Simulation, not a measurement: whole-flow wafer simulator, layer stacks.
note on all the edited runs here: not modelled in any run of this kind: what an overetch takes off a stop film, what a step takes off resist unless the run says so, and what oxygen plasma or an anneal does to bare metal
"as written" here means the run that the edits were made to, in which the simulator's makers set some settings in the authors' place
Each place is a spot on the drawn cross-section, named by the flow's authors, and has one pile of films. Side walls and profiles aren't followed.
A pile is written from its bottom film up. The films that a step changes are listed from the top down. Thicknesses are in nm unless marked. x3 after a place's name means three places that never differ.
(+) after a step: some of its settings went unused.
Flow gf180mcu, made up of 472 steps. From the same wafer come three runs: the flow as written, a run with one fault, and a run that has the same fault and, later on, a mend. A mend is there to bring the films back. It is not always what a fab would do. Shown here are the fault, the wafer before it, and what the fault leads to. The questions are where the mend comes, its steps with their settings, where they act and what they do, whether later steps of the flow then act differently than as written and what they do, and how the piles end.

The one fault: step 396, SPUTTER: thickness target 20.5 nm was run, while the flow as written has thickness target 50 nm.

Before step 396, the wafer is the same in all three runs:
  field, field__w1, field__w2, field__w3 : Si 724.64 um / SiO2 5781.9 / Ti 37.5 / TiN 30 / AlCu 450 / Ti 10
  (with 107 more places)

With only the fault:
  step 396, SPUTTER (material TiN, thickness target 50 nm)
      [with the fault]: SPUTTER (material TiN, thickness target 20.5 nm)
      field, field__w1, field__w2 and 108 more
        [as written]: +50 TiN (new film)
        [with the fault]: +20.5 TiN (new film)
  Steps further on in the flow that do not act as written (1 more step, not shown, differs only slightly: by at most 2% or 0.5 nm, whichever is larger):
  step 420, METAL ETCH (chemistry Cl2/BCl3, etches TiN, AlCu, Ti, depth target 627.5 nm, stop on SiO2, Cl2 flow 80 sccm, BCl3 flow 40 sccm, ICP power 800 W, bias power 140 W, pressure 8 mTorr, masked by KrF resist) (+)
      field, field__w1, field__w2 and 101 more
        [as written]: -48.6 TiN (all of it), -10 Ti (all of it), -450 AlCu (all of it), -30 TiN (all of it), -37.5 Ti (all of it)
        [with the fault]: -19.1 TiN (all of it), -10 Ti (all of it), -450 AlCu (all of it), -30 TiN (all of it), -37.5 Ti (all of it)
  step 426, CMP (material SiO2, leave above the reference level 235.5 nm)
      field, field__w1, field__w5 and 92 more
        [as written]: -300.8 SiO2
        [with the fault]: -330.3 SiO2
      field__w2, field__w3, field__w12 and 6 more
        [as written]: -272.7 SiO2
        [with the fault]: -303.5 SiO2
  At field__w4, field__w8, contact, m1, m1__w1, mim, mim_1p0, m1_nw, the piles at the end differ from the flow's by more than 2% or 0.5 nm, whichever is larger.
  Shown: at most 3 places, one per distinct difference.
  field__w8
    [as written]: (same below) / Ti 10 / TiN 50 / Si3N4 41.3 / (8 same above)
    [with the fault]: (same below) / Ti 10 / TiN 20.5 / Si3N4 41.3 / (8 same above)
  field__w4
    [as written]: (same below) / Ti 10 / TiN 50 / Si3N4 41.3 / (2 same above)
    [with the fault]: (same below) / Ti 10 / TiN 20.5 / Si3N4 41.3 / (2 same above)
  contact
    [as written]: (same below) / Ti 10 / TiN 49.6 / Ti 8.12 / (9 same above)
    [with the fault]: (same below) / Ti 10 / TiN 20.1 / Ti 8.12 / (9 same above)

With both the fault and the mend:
  After step 396 comes the mend.
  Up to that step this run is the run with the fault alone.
  step 396a, SPUTTER (material TiN, thickness target 29.5 nm) (the flow's step 396, run once more with other settings)
      field, field__w1, field__w2 and 108 more
        +29.5 TiN
  Later steps of the flow that are run all act as written at every place that is followed.
  The piles end the same as the flow's at every place that both follow.
